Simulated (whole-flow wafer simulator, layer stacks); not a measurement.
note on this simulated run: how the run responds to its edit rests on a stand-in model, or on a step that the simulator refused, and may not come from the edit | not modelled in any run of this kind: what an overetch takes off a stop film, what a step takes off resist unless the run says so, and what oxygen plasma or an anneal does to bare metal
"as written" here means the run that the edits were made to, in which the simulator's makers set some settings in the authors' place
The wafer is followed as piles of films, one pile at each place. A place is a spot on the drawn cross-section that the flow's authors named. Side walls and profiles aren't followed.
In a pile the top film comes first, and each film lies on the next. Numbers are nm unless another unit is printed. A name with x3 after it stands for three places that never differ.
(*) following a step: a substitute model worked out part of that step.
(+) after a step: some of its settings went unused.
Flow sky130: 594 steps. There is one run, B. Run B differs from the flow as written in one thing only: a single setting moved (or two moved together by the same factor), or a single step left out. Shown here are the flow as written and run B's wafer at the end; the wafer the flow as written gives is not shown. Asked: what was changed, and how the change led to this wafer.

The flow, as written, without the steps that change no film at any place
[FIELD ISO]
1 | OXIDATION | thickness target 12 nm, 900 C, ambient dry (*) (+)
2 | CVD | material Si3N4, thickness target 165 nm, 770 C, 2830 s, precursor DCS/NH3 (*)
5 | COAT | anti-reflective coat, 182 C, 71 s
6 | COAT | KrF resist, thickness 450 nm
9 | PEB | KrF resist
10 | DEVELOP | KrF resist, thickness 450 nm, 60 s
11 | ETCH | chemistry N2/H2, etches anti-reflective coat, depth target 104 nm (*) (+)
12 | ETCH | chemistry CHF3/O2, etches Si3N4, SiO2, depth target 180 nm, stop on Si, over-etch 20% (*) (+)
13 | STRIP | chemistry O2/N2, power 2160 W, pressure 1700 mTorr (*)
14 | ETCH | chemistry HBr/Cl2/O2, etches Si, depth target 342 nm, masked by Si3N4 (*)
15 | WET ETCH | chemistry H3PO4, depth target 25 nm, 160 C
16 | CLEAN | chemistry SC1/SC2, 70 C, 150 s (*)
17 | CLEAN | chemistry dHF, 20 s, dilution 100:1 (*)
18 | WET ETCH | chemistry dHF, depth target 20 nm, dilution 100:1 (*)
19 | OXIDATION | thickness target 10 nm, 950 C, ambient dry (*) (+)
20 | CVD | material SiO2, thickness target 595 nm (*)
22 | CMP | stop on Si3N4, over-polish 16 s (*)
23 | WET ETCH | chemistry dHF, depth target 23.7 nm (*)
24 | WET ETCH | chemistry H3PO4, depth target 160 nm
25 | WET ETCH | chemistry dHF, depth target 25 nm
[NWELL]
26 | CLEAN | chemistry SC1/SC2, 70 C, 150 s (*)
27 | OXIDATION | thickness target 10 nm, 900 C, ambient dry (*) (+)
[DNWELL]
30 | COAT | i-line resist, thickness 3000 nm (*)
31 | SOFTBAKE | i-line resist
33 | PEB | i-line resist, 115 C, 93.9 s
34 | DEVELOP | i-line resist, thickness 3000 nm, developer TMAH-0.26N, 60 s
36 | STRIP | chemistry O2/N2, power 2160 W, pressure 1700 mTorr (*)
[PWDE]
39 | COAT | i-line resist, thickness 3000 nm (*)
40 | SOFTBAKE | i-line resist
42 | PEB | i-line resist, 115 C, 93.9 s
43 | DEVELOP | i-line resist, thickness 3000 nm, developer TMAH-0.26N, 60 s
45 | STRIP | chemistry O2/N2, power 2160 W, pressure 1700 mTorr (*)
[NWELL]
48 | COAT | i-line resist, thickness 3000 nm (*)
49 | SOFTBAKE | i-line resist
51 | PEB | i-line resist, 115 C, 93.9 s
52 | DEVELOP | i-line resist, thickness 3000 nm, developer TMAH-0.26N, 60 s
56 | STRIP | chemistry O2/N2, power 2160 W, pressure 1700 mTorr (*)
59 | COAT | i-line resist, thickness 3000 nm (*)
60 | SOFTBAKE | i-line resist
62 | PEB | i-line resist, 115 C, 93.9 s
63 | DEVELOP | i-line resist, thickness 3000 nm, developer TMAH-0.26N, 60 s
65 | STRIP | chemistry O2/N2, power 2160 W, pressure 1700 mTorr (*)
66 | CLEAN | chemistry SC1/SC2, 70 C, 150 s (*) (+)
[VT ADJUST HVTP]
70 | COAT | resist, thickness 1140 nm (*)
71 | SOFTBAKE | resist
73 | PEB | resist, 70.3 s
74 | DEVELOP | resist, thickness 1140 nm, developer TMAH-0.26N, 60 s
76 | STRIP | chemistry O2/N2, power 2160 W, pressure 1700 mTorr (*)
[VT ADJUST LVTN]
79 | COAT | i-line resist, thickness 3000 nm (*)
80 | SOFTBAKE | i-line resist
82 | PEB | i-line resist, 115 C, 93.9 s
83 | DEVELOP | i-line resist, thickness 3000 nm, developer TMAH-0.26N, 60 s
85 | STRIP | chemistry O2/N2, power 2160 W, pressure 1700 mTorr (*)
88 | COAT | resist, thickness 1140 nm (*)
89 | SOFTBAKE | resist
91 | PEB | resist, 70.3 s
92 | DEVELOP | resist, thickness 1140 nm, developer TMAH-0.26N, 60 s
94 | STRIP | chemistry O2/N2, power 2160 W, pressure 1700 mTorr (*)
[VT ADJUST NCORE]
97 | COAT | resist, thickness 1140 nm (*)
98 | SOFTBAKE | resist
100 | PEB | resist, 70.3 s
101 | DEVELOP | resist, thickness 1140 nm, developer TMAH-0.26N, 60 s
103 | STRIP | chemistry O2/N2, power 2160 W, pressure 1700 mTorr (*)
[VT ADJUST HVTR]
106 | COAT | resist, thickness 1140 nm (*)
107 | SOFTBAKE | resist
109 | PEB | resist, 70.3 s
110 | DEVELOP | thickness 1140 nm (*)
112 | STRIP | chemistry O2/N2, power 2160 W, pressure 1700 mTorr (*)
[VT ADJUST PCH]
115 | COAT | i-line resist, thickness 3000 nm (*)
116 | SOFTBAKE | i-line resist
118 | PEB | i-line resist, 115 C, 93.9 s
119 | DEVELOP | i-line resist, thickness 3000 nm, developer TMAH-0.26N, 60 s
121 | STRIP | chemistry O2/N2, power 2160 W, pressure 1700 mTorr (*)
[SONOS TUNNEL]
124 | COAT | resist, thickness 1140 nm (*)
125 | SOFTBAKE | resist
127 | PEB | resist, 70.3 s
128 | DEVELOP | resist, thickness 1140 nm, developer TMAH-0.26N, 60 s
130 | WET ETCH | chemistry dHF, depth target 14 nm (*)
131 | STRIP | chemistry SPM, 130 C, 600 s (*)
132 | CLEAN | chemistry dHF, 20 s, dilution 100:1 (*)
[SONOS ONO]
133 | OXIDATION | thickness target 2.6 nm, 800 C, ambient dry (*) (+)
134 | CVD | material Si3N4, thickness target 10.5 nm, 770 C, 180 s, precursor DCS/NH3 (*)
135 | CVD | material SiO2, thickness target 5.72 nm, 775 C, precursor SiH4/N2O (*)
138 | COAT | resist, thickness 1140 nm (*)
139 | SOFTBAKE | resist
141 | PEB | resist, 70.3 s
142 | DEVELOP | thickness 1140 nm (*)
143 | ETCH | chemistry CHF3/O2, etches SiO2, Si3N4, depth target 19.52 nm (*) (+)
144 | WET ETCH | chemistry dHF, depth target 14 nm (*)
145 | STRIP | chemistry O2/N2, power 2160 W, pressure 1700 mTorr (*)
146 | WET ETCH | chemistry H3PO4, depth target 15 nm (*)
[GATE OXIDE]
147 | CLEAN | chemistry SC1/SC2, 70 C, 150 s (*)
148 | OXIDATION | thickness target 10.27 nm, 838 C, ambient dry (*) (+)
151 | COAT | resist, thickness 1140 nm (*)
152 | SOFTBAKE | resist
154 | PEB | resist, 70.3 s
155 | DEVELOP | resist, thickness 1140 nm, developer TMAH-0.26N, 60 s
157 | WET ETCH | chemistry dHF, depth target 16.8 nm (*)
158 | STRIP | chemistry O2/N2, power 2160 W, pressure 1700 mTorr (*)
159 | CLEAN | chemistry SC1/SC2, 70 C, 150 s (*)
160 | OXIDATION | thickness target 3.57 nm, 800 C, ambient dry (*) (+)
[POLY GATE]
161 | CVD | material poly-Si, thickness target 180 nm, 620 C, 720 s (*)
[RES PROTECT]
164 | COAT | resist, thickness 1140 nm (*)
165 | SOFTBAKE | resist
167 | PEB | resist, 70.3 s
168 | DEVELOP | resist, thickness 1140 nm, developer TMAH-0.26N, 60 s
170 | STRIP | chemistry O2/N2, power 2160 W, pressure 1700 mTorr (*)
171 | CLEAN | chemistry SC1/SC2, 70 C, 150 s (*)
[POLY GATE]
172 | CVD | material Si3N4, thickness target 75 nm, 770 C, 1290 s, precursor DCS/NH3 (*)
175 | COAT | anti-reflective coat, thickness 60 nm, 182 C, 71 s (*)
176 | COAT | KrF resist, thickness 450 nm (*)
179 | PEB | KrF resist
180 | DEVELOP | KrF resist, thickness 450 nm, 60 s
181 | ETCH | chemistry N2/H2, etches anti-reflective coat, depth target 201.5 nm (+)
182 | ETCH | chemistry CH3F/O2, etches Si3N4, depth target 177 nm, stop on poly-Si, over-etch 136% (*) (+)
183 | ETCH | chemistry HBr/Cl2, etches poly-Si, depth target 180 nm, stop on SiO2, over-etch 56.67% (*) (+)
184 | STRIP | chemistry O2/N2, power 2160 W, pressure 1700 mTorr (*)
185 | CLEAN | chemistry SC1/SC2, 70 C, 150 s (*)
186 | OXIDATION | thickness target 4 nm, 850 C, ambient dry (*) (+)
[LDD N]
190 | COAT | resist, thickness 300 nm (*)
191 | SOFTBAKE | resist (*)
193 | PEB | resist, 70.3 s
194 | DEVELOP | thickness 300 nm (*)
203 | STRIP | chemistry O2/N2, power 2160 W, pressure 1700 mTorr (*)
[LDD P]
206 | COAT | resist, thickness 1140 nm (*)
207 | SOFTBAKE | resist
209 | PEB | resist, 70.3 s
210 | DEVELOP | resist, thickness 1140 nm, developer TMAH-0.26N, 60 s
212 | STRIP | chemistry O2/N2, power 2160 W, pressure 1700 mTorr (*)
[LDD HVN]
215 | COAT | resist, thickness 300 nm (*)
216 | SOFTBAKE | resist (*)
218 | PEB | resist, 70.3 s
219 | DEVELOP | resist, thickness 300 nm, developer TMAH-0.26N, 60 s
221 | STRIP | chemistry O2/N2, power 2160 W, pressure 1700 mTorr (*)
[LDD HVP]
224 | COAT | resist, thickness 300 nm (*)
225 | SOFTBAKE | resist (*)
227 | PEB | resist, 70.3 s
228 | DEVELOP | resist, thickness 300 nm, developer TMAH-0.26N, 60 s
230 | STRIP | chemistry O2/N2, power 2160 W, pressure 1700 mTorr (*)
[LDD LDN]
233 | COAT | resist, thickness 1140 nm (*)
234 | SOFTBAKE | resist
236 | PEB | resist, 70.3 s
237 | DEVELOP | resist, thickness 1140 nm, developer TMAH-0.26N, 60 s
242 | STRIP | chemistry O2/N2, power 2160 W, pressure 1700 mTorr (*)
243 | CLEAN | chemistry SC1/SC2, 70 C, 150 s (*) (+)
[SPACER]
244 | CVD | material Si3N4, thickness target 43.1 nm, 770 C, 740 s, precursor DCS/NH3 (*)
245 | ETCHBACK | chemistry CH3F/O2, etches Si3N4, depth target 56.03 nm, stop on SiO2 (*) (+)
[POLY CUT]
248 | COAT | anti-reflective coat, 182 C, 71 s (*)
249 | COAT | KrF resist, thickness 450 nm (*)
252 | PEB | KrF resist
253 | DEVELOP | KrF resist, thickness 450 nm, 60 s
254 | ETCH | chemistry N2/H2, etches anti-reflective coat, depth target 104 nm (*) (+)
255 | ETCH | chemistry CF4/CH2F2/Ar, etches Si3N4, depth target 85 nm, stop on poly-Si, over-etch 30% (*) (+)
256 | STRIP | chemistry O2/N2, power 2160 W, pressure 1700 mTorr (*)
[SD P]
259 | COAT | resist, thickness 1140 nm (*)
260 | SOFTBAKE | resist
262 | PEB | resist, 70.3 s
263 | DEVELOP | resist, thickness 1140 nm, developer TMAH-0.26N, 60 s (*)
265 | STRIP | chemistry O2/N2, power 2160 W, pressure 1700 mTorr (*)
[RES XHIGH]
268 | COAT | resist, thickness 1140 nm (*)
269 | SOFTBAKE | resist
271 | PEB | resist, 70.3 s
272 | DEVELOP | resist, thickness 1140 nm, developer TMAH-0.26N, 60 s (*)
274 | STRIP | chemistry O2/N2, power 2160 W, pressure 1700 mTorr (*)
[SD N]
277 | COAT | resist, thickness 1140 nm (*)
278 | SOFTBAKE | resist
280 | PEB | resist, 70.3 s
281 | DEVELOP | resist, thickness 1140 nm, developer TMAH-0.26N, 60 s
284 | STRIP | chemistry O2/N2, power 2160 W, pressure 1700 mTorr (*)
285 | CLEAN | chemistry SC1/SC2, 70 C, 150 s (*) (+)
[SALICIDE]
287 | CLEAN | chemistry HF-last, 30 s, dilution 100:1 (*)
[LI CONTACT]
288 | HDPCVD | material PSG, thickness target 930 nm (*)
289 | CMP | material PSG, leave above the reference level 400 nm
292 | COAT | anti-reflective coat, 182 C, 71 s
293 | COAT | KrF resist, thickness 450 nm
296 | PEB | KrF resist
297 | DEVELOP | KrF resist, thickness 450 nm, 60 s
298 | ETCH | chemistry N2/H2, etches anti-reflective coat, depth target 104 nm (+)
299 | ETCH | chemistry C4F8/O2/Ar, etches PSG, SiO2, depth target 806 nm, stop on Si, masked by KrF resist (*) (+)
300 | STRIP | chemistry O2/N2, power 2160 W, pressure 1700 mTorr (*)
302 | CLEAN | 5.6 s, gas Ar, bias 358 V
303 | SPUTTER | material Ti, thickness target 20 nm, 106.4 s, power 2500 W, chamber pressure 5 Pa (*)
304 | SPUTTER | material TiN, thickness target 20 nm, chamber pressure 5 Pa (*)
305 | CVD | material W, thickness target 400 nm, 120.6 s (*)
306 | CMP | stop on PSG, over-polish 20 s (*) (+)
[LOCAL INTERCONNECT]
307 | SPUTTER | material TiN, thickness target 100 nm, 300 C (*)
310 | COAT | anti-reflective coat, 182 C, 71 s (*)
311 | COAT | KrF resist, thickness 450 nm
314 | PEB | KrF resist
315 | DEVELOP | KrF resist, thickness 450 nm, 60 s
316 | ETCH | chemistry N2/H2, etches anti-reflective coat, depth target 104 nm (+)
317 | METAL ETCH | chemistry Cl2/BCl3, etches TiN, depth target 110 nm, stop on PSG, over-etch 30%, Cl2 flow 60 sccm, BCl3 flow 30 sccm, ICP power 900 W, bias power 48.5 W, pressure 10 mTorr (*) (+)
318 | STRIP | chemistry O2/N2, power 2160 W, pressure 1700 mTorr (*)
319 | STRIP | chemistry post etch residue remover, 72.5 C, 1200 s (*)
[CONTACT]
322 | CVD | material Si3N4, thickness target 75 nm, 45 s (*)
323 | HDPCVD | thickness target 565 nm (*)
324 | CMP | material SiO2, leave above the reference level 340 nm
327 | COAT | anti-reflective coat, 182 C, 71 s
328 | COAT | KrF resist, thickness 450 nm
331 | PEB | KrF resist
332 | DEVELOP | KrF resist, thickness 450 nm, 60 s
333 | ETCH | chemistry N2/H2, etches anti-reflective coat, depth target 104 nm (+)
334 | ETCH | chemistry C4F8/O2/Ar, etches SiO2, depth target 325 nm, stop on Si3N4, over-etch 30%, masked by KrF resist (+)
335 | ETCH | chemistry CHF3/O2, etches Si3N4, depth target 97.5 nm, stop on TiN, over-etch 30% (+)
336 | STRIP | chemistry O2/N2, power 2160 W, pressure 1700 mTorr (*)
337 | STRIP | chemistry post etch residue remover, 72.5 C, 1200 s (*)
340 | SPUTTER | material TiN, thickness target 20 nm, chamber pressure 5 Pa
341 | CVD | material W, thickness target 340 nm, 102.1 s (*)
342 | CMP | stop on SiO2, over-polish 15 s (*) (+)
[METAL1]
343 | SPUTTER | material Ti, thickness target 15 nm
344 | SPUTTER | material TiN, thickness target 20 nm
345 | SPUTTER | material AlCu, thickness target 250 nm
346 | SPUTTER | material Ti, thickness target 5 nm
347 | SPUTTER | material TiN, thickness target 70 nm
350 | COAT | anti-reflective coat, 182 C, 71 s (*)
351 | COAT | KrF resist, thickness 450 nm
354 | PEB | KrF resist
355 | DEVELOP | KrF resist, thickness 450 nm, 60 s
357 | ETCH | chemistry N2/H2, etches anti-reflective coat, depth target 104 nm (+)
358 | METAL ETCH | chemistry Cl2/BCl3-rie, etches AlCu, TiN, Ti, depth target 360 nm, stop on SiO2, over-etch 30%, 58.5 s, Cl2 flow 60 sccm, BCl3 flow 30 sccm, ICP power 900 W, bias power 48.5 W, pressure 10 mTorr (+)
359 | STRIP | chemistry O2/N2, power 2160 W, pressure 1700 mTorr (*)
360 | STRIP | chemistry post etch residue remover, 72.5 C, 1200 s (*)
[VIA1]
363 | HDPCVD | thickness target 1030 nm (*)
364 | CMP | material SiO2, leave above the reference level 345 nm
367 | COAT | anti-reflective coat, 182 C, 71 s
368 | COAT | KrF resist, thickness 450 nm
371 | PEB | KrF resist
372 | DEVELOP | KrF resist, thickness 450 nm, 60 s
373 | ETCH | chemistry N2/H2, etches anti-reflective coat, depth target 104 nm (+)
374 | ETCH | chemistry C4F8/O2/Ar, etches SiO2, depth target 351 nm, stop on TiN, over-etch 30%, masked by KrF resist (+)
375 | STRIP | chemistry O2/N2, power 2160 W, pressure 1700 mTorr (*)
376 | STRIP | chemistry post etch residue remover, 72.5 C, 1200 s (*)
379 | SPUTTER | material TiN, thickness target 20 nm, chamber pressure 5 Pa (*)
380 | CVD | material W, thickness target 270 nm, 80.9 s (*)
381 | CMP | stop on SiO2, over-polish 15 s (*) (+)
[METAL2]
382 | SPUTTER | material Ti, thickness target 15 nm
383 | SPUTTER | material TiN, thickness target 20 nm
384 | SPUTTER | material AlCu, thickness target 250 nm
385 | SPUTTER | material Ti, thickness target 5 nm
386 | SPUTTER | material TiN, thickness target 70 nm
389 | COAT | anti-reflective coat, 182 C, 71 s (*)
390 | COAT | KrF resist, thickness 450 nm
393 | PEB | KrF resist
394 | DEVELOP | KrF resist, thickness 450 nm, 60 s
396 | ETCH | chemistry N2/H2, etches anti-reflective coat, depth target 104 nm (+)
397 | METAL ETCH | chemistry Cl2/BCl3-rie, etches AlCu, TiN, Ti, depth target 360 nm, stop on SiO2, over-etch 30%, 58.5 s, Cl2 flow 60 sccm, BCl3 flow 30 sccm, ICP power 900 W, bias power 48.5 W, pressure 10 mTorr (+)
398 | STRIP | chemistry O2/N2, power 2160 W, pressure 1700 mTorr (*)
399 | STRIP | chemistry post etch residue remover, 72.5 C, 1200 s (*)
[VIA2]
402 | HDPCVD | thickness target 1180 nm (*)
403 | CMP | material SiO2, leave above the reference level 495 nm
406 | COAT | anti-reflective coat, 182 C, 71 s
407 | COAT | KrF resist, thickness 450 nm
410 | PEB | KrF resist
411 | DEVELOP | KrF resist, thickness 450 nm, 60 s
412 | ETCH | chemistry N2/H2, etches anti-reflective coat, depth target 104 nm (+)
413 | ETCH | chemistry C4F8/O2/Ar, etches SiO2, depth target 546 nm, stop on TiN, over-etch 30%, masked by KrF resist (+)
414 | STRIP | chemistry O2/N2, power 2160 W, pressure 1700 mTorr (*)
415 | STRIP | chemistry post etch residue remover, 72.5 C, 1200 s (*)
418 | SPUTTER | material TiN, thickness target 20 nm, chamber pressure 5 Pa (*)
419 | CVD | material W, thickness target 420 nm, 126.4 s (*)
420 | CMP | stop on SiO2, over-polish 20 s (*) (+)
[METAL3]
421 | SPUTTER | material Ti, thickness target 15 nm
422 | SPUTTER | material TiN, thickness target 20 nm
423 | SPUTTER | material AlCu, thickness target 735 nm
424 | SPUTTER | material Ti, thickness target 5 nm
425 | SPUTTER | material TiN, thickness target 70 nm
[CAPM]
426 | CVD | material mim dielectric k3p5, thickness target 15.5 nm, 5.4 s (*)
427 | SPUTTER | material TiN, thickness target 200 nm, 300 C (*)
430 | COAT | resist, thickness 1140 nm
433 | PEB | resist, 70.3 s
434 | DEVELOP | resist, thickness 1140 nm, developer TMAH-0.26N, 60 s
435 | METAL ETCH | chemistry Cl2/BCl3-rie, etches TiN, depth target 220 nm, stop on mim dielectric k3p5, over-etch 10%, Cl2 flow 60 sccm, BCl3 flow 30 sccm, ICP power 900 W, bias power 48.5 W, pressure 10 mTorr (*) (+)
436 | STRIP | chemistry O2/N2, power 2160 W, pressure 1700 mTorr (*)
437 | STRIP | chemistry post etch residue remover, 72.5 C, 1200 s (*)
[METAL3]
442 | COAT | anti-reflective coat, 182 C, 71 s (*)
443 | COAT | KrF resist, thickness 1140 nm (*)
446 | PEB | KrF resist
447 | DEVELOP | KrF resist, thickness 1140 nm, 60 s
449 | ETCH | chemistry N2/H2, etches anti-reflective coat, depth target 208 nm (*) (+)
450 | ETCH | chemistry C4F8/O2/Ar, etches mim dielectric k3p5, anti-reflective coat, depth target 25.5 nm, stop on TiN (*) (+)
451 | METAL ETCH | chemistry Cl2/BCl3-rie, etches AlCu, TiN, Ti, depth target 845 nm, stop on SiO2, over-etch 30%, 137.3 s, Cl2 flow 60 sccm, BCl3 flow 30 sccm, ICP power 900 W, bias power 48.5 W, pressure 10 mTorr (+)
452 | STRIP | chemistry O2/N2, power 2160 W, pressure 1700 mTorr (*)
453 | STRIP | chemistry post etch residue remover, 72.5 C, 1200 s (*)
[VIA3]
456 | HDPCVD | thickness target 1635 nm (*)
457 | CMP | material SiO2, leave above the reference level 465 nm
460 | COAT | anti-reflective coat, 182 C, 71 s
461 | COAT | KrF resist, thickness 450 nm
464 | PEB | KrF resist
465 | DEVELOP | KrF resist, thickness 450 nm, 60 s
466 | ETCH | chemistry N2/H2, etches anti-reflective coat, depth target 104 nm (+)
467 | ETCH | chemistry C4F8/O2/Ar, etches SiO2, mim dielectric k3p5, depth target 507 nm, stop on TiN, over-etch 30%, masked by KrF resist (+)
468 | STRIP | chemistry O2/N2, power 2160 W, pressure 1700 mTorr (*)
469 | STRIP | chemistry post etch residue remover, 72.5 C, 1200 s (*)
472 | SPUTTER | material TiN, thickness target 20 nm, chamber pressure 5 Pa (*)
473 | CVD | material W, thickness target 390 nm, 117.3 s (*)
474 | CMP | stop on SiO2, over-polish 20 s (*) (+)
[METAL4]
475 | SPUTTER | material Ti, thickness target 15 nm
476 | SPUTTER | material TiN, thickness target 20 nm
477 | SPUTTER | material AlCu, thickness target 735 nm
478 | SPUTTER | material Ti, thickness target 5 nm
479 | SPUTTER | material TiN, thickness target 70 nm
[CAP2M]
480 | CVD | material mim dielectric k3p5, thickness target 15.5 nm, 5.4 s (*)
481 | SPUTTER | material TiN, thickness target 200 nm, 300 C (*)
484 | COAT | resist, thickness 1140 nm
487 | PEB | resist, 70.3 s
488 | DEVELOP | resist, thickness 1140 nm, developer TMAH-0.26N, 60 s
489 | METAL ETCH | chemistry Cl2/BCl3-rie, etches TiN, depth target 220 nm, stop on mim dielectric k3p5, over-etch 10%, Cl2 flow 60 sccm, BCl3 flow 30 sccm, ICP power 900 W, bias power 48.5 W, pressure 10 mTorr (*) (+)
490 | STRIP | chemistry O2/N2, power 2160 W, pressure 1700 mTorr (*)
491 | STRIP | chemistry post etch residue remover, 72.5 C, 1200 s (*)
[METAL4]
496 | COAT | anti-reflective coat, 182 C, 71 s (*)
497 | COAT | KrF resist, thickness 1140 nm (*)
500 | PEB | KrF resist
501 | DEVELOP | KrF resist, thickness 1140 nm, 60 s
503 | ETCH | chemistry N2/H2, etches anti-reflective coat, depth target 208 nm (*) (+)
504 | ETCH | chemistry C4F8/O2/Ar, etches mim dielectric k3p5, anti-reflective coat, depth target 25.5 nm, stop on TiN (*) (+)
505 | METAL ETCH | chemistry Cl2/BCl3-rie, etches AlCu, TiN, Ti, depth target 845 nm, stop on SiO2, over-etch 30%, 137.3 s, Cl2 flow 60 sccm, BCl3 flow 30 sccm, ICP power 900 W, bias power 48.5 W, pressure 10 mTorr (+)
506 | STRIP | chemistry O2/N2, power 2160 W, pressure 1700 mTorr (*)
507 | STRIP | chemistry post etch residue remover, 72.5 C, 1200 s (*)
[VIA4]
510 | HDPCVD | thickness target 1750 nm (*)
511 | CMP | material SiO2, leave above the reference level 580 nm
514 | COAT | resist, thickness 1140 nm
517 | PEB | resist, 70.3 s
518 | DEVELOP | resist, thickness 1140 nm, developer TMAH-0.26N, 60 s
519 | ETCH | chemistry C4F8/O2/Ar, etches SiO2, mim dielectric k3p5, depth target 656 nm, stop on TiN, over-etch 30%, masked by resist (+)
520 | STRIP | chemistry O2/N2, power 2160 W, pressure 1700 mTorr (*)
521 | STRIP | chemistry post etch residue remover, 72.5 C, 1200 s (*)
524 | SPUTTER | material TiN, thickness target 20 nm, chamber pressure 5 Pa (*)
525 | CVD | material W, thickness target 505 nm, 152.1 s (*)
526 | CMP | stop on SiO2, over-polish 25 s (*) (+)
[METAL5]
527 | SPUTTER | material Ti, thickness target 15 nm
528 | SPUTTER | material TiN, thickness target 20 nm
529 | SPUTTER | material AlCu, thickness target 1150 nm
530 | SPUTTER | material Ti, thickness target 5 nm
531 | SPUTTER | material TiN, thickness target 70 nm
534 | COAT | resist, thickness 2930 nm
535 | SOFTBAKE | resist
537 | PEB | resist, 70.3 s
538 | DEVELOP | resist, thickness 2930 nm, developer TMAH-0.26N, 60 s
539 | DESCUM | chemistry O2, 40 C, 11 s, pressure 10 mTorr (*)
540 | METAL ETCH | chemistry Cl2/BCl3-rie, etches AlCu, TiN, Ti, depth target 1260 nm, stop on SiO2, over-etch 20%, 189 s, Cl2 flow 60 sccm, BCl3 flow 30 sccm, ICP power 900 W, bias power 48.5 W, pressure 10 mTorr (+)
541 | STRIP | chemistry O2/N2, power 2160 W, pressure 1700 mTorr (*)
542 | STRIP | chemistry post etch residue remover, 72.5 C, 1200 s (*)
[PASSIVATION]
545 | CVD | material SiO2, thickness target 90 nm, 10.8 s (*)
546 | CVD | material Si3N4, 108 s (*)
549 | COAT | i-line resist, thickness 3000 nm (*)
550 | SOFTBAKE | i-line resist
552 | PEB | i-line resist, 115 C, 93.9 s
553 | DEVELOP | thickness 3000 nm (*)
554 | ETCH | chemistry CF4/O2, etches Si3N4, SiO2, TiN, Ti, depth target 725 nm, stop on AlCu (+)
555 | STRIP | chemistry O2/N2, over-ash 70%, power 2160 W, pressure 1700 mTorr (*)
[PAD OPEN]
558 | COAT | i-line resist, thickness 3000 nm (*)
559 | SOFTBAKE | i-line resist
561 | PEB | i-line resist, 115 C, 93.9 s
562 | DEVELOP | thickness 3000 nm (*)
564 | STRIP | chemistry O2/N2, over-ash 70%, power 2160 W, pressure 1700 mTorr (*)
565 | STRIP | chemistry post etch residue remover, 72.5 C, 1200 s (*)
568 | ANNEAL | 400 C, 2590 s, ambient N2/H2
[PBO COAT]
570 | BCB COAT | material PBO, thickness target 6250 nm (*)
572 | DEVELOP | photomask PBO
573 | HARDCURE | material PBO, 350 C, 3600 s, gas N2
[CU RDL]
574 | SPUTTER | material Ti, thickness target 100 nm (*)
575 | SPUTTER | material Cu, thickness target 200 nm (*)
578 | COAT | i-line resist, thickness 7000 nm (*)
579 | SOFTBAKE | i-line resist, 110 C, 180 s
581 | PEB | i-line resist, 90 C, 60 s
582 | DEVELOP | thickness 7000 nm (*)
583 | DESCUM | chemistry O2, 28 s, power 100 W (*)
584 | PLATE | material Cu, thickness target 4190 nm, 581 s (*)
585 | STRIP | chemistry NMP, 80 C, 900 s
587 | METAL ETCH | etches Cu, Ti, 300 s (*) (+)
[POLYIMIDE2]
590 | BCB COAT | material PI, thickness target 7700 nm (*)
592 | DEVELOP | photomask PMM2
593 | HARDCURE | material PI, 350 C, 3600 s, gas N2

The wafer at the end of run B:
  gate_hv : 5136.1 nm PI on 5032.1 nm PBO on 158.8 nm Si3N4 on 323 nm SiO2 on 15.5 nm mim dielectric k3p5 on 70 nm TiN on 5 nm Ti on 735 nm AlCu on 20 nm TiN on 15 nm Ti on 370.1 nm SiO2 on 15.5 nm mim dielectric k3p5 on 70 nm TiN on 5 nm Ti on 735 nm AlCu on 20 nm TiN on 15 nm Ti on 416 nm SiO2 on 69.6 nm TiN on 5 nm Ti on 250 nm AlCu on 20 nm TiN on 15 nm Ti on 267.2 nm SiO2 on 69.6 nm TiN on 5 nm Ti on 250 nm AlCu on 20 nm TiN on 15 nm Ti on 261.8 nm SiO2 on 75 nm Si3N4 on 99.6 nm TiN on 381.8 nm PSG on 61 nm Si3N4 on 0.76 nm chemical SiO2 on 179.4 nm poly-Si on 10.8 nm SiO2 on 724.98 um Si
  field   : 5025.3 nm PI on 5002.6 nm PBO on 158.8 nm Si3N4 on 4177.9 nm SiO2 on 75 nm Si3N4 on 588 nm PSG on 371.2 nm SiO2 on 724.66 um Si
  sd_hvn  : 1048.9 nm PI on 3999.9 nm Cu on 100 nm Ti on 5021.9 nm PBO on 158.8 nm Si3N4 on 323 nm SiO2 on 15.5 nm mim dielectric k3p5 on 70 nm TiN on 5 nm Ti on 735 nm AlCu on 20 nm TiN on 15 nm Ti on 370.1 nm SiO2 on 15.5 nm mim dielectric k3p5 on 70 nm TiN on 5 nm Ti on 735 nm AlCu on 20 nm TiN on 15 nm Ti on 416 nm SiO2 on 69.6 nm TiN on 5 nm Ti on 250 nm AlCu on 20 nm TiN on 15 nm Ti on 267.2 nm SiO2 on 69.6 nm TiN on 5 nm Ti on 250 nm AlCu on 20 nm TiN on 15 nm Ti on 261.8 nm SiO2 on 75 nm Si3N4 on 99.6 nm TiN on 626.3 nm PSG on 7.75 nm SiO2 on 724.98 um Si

Cause: step 511, CMP: leave above the reference level 319 nm was run, though the flow has leave above the reference level 580 nm.

How this came from the change, step by step:
  511 | CMP | material SiO2, leave above the reference level 580 nm
      n_well, p_well, gate_hv and 99 more: -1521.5 SiO2 (in the flow as written it would be: -1260.5 SiO2)
      field, active, gate and 77 more: -635.7 SiO2 (in the flow as written it would be: -374.7 SiO2)
      (also at 11 further places)
  519 | ETCH | chemistry C4F8/O2/Ar, etches SiO2, mim dielectric k3p5, depth target 656 nm, stop on TiN, over-etch 30%, masked by resist (+)
      field, active, n_well and 188 more: -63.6 resist (in the flow as written it would be: -131.2 resist)
      m1: -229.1 SiO2 (all of it), -15.5 mim dielectric k3p5 (all of it) (in the flow as written it would be: -490.1 SiO2 (all of it), -15.5 mim dielectric k3p5 (all of it))
      (also at 1 further place)
  520 | STRIP | chemistry O2/N2, power 2160 W, pressure 1700 mTorr (*)
      field, active, n_well and 188 more: -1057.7 resist (all of it) (in the flow as written it would be: -990.1 resist (all of it))
  524 | SPUTTER | material TiN, thickness target 20 nm, chamber pressure 5 Pa (*)
      m1, via4_hole: +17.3 TiN (in the flow as written it would be: +15.3 TiN)
  525 | CVD | material W, thickness target 505 nm, 152.1 s (*)
      m1: +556 W (new film) (in the flow as written it would be: +1015.8 W (new film))
      via4_hole: +557.1 W (new film) (in the flow as written it would be: +1015.2 W (new film))
  526 | CMP | stop on SiO2, over-polish 25 s (*) (+)
      m1: -335.9 W (in the flow as written it would be: -532.7 W)
      via4_hole: -337.7 W (in the flow as written it would be: -532.7 W)
